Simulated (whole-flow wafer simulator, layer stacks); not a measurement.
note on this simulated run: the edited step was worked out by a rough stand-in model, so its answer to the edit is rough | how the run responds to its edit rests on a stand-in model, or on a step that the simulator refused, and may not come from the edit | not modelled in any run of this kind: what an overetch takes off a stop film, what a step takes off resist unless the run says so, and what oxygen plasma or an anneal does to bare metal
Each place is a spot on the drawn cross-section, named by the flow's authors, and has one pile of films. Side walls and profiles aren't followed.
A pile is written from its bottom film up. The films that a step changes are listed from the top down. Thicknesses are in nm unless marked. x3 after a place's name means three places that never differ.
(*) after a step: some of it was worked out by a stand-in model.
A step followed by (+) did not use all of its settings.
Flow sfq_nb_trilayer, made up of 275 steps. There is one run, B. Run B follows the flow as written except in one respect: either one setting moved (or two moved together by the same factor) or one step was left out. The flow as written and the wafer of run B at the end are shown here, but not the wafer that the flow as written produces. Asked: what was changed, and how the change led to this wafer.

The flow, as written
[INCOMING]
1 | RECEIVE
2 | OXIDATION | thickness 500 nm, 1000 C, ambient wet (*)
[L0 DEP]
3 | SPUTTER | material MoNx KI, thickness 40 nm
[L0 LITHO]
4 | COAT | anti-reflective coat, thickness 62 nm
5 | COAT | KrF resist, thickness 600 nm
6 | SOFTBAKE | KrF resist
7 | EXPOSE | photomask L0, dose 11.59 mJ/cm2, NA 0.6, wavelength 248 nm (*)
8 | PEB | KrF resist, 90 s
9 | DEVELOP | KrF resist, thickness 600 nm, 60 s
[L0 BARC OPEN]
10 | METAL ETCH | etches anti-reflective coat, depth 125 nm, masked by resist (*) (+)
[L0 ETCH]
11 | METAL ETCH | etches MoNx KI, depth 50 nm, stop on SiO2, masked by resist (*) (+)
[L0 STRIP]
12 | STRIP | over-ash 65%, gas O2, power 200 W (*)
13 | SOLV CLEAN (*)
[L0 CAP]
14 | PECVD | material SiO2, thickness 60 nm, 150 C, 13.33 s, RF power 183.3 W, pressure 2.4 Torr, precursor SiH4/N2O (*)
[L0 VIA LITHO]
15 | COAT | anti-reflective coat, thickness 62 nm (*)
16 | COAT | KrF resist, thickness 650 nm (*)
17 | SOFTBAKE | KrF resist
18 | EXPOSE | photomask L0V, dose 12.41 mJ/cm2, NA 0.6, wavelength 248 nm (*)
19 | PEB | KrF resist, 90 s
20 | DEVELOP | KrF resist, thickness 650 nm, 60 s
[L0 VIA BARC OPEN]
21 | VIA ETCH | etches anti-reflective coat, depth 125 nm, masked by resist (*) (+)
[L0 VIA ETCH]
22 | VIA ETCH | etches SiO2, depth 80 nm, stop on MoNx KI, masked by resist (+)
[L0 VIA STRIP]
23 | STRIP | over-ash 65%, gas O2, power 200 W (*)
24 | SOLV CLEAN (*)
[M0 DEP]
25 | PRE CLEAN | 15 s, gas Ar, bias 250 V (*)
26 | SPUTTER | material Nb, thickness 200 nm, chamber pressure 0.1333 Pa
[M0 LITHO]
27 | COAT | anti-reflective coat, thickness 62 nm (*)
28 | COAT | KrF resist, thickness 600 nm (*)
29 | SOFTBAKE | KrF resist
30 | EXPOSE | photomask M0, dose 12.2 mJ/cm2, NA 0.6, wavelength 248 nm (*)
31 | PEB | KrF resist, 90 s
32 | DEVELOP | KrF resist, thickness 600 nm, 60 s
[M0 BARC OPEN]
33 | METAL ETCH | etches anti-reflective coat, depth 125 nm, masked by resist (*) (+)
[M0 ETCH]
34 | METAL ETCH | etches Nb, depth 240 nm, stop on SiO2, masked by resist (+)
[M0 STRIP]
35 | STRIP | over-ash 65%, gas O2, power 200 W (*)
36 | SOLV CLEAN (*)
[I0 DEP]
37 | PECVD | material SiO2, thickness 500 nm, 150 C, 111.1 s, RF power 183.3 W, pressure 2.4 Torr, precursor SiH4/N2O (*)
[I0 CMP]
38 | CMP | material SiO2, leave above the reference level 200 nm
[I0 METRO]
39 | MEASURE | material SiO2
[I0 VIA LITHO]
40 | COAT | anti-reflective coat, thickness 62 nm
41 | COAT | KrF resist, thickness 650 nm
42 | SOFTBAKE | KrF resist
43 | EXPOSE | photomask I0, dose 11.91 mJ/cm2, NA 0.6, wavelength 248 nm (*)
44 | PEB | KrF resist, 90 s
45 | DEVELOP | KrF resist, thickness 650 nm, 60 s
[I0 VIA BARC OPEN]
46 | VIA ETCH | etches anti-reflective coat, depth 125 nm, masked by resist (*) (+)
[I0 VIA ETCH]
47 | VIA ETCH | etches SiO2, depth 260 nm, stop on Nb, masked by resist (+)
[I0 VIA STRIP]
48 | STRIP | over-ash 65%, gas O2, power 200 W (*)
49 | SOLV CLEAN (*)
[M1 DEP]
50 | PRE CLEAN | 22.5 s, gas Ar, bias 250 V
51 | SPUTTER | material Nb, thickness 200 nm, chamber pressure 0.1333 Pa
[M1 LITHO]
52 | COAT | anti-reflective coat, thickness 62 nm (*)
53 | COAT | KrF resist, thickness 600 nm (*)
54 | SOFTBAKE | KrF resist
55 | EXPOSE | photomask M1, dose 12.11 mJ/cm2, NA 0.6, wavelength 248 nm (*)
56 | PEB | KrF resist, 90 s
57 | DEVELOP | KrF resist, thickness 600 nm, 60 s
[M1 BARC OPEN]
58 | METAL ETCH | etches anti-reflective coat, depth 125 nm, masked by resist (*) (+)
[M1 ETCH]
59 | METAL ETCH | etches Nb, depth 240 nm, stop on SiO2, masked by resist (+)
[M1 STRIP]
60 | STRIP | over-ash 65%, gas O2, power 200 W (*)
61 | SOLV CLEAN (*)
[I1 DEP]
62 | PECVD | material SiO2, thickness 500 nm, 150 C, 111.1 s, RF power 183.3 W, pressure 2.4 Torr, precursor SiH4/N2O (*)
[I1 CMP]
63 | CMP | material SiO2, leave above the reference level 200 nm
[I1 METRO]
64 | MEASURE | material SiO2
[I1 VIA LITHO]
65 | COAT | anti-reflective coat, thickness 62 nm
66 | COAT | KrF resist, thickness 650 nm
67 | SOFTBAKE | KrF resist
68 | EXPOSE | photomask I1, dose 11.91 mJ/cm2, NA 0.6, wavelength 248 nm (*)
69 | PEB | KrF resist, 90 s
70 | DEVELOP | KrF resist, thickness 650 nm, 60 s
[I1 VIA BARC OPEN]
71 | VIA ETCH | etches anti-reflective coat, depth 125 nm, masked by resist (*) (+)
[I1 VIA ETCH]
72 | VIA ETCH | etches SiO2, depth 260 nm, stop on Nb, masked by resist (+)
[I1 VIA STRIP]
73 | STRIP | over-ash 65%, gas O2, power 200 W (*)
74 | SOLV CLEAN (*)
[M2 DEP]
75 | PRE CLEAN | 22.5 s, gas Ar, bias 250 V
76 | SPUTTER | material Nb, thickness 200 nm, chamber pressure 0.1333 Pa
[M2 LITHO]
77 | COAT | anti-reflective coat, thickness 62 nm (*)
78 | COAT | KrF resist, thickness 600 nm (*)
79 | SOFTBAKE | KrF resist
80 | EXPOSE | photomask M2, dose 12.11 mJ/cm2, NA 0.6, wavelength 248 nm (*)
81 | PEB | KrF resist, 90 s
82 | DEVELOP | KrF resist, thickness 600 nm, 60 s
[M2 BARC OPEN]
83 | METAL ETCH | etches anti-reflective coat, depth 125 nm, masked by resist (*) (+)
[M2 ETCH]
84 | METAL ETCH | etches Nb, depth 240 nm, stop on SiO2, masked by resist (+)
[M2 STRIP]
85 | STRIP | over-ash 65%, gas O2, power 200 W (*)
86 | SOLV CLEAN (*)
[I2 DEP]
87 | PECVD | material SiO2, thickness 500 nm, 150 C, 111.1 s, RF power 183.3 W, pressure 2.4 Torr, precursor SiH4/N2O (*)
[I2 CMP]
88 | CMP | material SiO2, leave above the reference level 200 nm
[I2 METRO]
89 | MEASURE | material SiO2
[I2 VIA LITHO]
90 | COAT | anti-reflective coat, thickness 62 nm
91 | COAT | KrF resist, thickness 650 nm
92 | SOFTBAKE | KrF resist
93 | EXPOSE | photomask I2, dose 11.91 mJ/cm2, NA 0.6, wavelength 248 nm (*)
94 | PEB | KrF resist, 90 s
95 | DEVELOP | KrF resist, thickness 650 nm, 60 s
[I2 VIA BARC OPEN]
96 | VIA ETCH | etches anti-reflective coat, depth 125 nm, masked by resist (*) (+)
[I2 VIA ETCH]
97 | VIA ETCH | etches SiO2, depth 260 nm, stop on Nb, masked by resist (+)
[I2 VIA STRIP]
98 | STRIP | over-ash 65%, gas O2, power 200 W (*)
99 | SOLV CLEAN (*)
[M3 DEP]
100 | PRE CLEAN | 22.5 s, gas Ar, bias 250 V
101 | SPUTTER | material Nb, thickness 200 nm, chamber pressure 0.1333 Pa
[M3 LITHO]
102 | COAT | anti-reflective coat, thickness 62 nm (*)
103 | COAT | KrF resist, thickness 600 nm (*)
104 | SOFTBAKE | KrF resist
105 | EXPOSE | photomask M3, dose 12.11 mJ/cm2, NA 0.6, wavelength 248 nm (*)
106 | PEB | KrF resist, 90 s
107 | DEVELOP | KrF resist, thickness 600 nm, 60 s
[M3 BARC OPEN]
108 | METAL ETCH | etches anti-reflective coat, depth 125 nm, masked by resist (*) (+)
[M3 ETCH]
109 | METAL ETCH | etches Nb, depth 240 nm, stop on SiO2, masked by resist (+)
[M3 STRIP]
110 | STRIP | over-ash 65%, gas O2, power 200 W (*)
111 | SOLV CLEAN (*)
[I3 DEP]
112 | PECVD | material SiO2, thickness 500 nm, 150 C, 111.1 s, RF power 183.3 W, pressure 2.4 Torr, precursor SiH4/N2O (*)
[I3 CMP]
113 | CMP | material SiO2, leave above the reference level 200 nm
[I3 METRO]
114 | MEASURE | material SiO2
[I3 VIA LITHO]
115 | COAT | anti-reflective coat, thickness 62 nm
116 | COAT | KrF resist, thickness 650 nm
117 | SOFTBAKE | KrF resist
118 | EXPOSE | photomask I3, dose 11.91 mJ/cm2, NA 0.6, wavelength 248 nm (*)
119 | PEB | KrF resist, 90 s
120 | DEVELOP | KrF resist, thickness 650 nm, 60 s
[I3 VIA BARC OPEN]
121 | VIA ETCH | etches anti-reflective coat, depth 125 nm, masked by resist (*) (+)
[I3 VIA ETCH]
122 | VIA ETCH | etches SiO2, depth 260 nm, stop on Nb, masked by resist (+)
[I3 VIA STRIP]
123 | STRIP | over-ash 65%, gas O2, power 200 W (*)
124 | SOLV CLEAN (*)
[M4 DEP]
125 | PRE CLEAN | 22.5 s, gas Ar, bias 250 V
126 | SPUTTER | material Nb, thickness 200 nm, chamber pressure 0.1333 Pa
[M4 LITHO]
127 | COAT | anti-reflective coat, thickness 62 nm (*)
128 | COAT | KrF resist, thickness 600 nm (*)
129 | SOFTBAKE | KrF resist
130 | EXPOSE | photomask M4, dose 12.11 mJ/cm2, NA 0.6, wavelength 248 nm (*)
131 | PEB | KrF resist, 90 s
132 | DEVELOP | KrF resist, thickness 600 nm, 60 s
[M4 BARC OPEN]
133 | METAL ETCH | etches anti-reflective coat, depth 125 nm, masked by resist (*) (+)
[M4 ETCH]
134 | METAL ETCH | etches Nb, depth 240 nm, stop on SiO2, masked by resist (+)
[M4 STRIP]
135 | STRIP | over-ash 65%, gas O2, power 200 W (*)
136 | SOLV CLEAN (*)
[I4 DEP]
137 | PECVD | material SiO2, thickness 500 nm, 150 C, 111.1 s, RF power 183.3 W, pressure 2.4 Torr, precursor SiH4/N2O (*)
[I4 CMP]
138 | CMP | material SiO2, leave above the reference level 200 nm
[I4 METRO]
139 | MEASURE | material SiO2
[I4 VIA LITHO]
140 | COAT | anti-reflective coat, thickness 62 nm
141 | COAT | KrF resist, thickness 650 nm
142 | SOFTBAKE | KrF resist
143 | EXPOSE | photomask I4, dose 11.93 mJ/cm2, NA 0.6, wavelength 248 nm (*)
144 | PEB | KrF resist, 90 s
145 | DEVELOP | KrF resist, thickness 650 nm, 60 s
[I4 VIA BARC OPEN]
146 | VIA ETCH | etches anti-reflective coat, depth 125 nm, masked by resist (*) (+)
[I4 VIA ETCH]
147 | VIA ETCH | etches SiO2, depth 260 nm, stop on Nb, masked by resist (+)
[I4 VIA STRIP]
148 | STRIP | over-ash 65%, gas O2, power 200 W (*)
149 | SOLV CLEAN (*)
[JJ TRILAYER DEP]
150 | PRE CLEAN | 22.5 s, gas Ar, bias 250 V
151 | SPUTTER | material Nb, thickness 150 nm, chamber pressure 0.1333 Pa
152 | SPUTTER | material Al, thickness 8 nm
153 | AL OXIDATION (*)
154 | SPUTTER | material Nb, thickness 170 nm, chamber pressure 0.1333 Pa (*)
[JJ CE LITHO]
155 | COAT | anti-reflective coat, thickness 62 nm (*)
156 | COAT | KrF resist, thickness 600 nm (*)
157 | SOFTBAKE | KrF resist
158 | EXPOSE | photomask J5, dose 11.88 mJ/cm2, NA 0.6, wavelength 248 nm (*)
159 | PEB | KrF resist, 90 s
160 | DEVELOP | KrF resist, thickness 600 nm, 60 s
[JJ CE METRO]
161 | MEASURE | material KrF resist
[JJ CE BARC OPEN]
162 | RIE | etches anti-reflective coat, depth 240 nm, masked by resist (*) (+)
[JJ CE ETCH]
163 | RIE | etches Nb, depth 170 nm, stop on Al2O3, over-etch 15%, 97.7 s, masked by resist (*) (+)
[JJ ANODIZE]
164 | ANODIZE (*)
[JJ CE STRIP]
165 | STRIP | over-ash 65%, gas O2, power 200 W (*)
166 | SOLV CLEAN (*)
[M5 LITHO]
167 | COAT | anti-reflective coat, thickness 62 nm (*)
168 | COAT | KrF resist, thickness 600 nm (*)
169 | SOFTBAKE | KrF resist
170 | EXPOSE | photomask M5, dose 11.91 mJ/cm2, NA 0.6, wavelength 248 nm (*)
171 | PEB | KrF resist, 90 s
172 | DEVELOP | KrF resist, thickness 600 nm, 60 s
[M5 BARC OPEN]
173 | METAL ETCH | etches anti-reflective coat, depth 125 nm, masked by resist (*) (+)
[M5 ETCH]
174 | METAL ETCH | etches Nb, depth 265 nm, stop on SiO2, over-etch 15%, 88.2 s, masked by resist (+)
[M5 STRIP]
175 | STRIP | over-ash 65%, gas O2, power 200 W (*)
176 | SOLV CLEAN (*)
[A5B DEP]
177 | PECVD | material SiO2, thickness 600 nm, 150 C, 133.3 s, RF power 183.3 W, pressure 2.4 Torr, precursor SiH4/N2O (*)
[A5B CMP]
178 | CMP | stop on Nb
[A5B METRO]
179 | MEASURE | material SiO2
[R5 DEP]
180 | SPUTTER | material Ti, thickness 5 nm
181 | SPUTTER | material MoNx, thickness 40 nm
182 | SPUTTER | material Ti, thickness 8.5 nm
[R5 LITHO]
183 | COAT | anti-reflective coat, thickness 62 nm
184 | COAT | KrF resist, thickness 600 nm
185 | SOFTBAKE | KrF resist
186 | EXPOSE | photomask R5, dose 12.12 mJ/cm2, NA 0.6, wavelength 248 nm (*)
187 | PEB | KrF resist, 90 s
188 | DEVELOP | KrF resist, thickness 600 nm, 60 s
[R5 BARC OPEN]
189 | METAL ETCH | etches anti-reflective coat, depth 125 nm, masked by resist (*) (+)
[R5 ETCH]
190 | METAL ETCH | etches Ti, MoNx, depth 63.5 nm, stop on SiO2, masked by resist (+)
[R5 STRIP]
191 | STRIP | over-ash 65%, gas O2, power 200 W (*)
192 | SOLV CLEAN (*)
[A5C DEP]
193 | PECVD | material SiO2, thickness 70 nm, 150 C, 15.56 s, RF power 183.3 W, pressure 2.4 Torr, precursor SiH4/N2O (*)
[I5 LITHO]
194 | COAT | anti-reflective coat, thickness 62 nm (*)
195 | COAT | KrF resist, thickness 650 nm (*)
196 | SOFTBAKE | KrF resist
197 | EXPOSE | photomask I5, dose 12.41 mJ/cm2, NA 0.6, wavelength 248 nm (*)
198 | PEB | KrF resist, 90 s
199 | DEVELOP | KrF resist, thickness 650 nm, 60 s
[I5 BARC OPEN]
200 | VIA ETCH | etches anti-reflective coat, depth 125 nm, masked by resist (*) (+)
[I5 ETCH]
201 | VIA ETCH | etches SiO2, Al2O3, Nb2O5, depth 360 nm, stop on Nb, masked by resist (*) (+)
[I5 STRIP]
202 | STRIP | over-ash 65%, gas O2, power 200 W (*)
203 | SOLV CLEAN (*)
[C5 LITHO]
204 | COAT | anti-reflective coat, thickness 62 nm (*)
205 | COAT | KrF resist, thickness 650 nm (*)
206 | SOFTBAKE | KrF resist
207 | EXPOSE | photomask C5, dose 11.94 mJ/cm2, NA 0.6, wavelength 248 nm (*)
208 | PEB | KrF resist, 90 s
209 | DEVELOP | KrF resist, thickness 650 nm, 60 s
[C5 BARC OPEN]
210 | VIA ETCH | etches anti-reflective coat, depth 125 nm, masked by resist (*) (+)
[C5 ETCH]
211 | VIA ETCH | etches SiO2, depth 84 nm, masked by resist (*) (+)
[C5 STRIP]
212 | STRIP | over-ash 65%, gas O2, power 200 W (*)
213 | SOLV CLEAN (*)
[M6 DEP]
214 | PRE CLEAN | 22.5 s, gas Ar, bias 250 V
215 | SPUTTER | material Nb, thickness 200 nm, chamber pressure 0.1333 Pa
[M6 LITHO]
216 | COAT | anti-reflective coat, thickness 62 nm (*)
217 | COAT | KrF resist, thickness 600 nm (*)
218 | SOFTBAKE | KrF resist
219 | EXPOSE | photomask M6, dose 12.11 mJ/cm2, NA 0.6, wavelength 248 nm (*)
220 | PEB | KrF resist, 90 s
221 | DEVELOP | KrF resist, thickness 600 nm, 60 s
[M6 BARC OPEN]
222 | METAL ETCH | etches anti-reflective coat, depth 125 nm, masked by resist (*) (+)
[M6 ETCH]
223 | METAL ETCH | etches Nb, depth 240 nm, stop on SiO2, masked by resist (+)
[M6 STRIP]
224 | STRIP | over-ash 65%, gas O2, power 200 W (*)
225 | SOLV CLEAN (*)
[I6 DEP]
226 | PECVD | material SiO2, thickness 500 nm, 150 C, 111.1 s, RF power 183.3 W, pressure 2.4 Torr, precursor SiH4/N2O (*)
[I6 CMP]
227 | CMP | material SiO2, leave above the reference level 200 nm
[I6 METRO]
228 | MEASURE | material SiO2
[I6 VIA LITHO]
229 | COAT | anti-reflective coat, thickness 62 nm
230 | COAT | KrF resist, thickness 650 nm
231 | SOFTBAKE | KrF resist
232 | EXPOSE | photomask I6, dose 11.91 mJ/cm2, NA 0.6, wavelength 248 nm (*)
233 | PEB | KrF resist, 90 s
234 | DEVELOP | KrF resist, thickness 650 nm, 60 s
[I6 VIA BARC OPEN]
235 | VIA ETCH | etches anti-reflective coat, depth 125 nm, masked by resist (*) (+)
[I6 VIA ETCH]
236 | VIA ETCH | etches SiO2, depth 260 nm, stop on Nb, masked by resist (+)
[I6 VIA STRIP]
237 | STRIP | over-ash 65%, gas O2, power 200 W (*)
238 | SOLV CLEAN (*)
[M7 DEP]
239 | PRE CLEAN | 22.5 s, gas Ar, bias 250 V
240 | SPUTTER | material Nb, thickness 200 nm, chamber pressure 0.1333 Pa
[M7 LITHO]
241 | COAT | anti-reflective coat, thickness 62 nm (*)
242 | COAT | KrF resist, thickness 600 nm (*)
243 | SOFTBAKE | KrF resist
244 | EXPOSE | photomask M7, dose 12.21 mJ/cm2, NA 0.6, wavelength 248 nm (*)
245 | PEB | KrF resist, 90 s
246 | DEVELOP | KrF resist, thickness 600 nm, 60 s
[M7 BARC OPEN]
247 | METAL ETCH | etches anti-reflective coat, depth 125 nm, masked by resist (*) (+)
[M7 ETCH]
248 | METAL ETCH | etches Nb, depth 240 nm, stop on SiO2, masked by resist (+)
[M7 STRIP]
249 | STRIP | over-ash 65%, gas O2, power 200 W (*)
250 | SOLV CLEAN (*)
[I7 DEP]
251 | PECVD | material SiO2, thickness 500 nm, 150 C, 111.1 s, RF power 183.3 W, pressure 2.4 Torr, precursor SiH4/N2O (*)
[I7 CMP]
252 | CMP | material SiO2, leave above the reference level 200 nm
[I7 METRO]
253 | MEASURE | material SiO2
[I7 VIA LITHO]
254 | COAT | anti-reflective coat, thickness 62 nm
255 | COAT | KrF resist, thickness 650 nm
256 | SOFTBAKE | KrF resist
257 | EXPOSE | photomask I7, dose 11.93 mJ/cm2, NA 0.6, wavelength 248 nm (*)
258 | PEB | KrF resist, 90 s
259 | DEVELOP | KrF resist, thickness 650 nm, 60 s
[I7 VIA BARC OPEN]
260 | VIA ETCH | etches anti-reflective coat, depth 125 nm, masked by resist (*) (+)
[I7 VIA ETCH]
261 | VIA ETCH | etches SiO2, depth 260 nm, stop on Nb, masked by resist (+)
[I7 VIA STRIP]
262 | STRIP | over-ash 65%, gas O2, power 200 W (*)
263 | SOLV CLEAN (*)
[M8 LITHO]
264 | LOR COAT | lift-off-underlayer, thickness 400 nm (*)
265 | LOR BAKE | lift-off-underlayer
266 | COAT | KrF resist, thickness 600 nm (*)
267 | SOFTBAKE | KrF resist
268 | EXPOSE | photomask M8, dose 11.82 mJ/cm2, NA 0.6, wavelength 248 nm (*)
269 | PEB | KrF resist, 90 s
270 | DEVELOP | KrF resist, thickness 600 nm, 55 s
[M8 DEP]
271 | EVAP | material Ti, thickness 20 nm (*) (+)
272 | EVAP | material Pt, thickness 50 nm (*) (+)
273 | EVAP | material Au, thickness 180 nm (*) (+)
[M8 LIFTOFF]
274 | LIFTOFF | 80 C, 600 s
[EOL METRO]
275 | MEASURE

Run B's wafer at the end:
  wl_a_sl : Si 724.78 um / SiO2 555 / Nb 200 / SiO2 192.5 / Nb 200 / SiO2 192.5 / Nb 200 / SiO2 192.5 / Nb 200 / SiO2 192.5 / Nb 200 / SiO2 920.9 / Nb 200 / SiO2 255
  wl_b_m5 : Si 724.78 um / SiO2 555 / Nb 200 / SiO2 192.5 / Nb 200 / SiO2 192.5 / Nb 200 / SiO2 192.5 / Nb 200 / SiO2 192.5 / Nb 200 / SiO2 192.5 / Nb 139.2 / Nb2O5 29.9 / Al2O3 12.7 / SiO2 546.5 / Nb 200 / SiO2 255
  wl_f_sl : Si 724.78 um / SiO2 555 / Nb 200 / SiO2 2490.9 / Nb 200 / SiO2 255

Cause: step 226, PECVD: thickness 345 nm was run, though the flow has thickness 500 nm; step 226, PECVD: 76.67 s was run, where the flow has 111.1 s.

Step by step, how the change led to this:
  226 | PECVD | material SiO2, thickness 500 nm, 150 C, 111.1 s, RF power 183.3 W, pressure 2.4 Torr, precursor SiH4/N2O (*)
      field_l, p4_fl, p4_fm and 62 more: +345 SiO2 (it would be, as written: +500 SiO2)
      v_sur, via_wl, via_w and 21 more: +345 SiO2 (new film) (it would be, as written: +500 SiO2 (new film))
      (as well as at 17 more places)
  227 | CMP | material SiO2, leave above the reference level 200 nm
      field_l, p4_fl, p4_fm and 59 more: nothing (it would be, as written: -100 SiO2)
      moat, field_r, lsp_l, ln_m5, lsp_m: nothing (it would be, as written: -93.6 SiO2)
      (as well as at 39 more places)
  229 | COAT | anti-reflective coat, thickness 62 nm
      field_r, ln_m5, wl_b_sr, m0r_line_l, m0r_line_r, m5r_line_l, m7r_line_l, m7r_line_r: +63.5 anti-reflective coat (new film) (it would be, as written: +62 anti-reflective coat (new film))
      c5j, ce_r, sp_r, be_r, wl_j_sl: +58.5 anti-reflective coat (new film) (it would be, as written: +62 anti-reflective coat (new film))
      (as well as at 69 more places)
  230 | COAT | KrF resist, thickness 650 nm
      v_sur, wl_jj: +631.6 KrF resist (new film) (it would be, as written: +650 KrF resist (new film))
      via_sp, wl_j_sr: +633.9 KrF resist (new film) (it would be, as written: +650 KrF resist (new film))
      (as well as at 25 more places)
  234 | DEVELOP | KrF resist, thickness 650 nm, 60 s
      via_v: -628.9 KrF resist (all of it) (it would be, as written: -648.6 KrF resist (all of it))
  235 | VIA ETCH | etches anti-reflective coat, depth 125 nm, masked by resist (*) (+)
      field_l, v_sur, via_wl and 102 more: -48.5 KrF resist (it would be, as written: -51.7 KrF resist)
      via_v: -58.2 anti-reflective coat (all of it), -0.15 SiO2 (it would be, as written: -62 anti-reflective coat (all of it), -0.16 SiO2)
  237 | STRIP | over-ash 65%, gas O2, power 200 W (*)
      m0r_line_l, m0r_line_r, m7r_line_l, m7r_line_r: -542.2 KrF resist (all of it), -63.5 anti-reflective coat (all of it) (it would be, as written: -528.6 KrF resist (all of it), -62 anti-reflective coat (all of it))
      m0r_space_l, m0r_space_r, m7r_space_l, m7r_space_r: -537.9 KrF resist (all of it), -69.9 anti-reflective coat (all of it) (it would be, as written: -528.6 KrF resist (all of it), -62 anti-reflective coat (all of it))
      (as well as at 74 more places)
  240 | SPUTTER | material Nb, thickness 200 nm, chamber pressure 0.1333 Pa
      moat, lsp_m: +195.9 Nb (new film) (it would be, as written: +200 Nb (new film))
      be: +147.7 Nb (new film) (it would be, as written: +200 Nb (new film))
      (as well as at 1 more place)
  241 | COAT | anti-reflective coat, thickness 62 nm (*)
      wl_b_sr, m0r_line_l, m0r_line_r, m5r_line_l, m5r_line_r, m7r_line_l, m7r_line_r: +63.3 anti-reflective coat (new film) (it would be, as written: +62 anti-reflective coat (new film))
      wl_c_sl, wl_c_sr, wl_f_sl: +68.2 anti-reflective coat (new film) (it would be, as written: +62 anti-reflective coat (new film))
      (as well as at 64 more places)
  242 | COAT | KrF resist, thickness 600 nm (*)
      wl_j_sr, m6r_line_l, m6r_line_r: +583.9 KrF resist (new film) (it would be, as written: +600 KrF resist (new film))
      v_sur: +579.2 KrF resist (new film) (it would be, as written: +597.5 KrF resist (new film))
      (as well as at 26 more places)
  246 | DEVELOP | KrF resist, thickness 600 nm, 60 s
      m6r_line_l, m6r_line_r: -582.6 KrF resist (all of it) (it would be, as written: -598.7 KrF resist (all of it))
      wl_c_m6: -571.4 KrF resist (all of it) (it would be, as written: -598.7 KrF resist (all of it))
      (as well as at 1 more place)
  247 | METAL ETCH | etches anti-reflective coat, depth 125 nm, masked by resist (*) (+)
      m0r_line_l, m0r_line_r, m5r_line_l, m5r_line_r: -63.3 anti-reflective coat (all of it) (it would be, as written: -62 anti-reflective coat (all of it))
      wl_c_sl, wl_c_sr: -68.2 anti-reflective coat (all of it) (it would be, as written: -62 anti-reflective coat (all of it))
      (as well as at 28 more places)
  249 | STRIP | over-ash 65%, gas O2, power 200 W (*)
      m7r_line_l, m7r_line_r: -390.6 KrF resist (all of it), -63.3 anti-reflective coat (all of it) (it would be, as written: -382.4 KrF resist (all of it), -62 anti-reflective coat (all of it))
      v_sur: -360.6 KrF resist (all of it), -50.7 anti-reflective coat (all of it) (it would be, as written: -379.9 KrF resist (all of it), -61.4 anti-reflective coat (all of it))
      (as well as at 38 more places)
  251 | PECVD | material SiO2, thickness 500 nm, 150 C, 111.1 s, RF power 183.3 W, pressure 2.4 Torr, precursor SiH4/N2O (*)
      be: +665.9 SiO2 (new film) (it would be, as written: +500 SiO2 (new film))
  252 | CMP | material SiO2, leave above the reference level 200 nm
      field_l, p4_fl, p4_fm and 48 more: -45 SiO2 (it would be, as written: -100 SiO2)
      wl_a_sl, wl_a_sr, wl_b_sl and 9 more: -245 SiO2 (it would be, as written: -300 SiO2)
      (as well as at 12 more places)
